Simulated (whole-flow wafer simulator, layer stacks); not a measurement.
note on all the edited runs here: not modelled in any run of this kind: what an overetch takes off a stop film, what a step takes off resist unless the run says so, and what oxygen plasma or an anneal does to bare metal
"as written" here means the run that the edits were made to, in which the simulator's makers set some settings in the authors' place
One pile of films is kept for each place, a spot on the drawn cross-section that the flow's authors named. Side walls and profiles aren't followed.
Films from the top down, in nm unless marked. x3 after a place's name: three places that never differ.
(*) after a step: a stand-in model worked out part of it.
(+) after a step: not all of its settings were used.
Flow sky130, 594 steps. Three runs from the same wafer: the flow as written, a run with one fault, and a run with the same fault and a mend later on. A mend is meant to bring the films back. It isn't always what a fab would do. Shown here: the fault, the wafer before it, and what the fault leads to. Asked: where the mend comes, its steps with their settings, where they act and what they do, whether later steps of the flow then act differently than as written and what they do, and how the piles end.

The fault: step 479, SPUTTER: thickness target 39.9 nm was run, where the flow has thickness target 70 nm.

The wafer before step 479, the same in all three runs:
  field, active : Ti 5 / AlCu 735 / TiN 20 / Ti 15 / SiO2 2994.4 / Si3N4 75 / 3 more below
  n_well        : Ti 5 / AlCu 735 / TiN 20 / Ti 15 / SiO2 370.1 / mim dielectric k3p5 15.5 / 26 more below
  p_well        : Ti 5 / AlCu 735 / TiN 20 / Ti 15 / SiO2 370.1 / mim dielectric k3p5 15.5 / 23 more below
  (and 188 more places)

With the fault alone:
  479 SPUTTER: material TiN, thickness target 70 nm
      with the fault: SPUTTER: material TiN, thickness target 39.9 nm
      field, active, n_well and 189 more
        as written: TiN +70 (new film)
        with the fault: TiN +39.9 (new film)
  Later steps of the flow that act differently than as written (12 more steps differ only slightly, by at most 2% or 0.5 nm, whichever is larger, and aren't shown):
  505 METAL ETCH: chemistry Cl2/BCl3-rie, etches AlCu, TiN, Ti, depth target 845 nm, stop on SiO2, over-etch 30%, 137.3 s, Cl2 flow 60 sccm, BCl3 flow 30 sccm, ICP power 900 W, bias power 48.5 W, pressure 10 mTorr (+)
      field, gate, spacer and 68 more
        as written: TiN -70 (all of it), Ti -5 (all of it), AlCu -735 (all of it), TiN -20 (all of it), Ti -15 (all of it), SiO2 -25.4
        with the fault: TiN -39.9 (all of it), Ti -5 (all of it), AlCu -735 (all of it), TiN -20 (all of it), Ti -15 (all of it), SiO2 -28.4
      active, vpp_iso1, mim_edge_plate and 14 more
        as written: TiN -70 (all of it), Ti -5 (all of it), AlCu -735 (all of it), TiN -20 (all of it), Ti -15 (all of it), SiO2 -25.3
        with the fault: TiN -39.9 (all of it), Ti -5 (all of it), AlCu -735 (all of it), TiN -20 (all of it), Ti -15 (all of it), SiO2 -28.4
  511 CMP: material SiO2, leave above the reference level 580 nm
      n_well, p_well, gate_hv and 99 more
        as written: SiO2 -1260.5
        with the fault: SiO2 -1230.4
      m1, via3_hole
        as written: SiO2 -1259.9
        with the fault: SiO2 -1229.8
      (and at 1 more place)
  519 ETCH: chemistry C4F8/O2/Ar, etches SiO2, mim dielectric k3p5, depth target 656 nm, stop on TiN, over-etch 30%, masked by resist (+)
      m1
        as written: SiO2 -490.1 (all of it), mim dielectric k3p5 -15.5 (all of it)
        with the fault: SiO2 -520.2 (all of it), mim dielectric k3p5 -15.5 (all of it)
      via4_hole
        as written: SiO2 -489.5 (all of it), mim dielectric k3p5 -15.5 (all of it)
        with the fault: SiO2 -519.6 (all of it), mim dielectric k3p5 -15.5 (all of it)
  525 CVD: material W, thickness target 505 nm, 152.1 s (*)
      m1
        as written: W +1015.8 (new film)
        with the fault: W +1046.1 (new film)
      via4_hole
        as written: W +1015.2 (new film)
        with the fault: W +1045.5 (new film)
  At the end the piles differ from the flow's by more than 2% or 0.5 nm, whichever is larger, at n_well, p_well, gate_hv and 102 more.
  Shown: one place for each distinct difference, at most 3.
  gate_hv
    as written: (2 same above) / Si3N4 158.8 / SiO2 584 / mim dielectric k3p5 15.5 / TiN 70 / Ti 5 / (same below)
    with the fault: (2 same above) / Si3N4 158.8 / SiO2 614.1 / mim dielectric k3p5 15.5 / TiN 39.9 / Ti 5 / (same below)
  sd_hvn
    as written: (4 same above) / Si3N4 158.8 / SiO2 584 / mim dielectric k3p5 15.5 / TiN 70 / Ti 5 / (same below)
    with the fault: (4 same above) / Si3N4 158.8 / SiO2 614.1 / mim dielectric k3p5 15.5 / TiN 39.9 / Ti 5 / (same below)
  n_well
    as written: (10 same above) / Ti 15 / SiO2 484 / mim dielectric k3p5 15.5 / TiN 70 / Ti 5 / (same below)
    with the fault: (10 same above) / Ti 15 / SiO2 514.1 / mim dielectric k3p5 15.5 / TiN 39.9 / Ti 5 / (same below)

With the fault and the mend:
  The mend comes after step 479.
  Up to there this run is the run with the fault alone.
  479a SPUTTER: material TiN, thickness target 30.1 nm (the flow's step 479 once more, with other settings)
      field, active, n_well and 189 more
        TiN +30.1
  No later step of the flow acts differently than as written at any place that is followed.
  At the end the piles are the same as the flow's at every place that both follow.
